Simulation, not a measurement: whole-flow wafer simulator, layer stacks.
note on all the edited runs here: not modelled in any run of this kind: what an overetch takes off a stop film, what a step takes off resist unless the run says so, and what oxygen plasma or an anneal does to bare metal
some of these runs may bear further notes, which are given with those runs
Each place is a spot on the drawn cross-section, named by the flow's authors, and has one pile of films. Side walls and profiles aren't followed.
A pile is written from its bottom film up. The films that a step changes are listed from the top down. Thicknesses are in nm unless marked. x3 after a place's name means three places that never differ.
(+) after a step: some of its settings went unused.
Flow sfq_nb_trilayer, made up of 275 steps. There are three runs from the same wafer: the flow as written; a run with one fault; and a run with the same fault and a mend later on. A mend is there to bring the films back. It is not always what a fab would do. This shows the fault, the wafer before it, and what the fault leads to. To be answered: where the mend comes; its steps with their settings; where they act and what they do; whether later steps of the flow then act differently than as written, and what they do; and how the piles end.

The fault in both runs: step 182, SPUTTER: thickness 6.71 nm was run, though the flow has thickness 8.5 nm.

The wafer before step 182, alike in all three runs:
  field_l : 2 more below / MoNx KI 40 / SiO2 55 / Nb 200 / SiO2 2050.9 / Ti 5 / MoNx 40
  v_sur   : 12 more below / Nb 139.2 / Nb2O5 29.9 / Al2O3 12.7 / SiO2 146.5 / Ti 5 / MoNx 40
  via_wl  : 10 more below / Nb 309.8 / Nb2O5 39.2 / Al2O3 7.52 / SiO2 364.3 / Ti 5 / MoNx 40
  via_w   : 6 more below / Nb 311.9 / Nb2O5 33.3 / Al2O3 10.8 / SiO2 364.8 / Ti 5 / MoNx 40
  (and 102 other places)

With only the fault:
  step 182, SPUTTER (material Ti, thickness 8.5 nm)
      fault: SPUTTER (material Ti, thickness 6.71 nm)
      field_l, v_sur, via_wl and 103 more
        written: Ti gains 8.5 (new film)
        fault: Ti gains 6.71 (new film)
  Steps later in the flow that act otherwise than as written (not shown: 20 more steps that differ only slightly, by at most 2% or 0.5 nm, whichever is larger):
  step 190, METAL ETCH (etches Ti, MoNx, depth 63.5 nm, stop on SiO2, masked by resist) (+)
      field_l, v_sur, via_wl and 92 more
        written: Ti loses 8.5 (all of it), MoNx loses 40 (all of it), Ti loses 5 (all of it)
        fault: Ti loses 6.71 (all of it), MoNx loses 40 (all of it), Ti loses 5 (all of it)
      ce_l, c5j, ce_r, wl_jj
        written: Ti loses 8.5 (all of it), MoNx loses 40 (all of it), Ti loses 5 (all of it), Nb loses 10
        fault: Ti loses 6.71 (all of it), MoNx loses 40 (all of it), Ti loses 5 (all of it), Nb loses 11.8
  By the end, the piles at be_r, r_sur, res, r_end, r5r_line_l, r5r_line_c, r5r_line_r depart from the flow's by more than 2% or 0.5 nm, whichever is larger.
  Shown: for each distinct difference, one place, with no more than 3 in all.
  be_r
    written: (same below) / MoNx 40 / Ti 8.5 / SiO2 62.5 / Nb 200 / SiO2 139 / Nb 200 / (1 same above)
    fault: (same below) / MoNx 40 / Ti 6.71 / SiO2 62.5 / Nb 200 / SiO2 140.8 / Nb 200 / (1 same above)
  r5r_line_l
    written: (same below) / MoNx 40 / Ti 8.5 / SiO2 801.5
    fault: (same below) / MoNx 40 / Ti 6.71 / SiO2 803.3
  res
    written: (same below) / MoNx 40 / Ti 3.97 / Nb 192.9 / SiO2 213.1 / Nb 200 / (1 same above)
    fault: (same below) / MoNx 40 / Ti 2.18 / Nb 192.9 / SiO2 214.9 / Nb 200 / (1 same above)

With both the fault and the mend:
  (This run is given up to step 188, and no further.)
  The mend follows step 182.
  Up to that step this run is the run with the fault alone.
  step 182a, SPUTTER (material Ti, thickness 1.79 nm) (a further turn of the flow's step 182, with different settings)
      field_l, v_sur, via_wl and 103 more
        Ti gains 1.79
  Later steps of the flow up to step 188 that are run all act as written at every place that is followed.
  The piles after step 188 are the same as the flow's at every place that both follow.
